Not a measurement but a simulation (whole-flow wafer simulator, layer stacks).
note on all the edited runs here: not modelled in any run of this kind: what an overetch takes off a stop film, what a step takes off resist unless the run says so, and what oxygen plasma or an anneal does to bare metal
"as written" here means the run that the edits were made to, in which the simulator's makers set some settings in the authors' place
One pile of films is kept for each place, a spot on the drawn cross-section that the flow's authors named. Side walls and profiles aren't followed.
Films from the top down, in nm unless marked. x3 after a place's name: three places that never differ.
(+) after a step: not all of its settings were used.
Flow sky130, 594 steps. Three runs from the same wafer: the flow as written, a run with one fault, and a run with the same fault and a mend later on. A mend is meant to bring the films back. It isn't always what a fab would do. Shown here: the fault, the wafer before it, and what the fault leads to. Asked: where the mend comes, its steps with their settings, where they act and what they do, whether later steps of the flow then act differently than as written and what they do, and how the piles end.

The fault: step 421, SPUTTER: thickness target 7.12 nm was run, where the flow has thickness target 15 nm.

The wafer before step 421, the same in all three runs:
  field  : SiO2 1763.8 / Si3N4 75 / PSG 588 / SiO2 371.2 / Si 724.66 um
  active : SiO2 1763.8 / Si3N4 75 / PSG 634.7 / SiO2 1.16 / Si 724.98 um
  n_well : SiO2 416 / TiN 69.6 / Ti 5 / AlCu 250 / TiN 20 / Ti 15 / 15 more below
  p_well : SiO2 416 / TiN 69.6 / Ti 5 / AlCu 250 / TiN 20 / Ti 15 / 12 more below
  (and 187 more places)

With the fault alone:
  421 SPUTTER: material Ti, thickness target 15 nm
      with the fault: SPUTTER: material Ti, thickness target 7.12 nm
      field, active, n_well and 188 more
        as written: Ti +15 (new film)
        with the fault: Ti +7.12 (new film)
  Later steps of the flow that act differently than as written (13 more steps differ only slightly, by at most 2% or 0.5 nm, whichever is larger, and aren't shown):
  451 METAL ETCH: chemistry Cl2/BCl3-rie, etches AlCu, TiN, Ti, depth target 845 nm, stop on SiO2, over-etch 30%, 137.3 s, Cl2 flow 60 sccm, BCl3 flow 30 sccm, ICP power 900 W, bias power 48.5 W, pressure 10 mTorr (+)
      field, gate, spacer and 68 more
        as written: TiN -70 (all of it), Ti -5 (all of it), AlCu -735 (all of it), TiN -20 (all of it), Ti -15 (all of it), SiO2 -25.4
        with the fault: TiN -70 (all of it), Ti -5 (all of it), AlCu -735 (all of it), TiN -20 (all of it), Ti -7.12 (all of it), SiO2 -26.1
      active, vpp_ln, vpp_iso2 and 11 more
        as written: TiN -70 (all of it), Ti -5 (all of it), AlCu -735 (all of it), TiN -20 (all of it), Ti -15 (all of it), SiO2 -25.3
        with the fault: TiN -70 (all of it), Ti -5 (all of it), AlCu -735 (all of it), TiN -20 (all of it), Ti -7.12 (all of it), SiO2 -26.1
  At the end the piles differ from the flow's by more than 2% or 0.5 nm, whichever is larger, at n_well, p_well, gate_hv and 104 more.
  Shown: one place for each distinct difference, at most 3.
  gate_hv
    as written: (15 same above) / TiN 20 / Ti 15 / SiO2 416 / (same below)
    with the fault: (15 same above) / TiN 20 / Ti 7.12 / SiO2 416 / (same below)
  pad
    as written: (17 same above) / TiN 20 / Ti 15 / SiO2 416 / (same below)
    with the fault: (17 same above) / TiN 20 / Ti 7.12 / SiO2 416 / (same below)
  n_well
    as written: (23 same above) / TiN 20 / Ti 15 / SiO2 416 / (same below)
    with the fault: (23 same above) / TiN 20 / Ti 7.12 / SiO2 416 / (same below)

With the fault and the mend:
  The mend comes after step 421.
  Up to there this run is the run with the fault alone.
  421a SPUTTER: material Ti, thickness target 7.88 nm (the flow's step 421 once more, with other settings)
      field, active, n_well and 188 more
        Ti +7.88
  No later step of the flow acts differently than as written at any place that is followed.
  At the end the piles are the same as the flow's at every place that both follow.
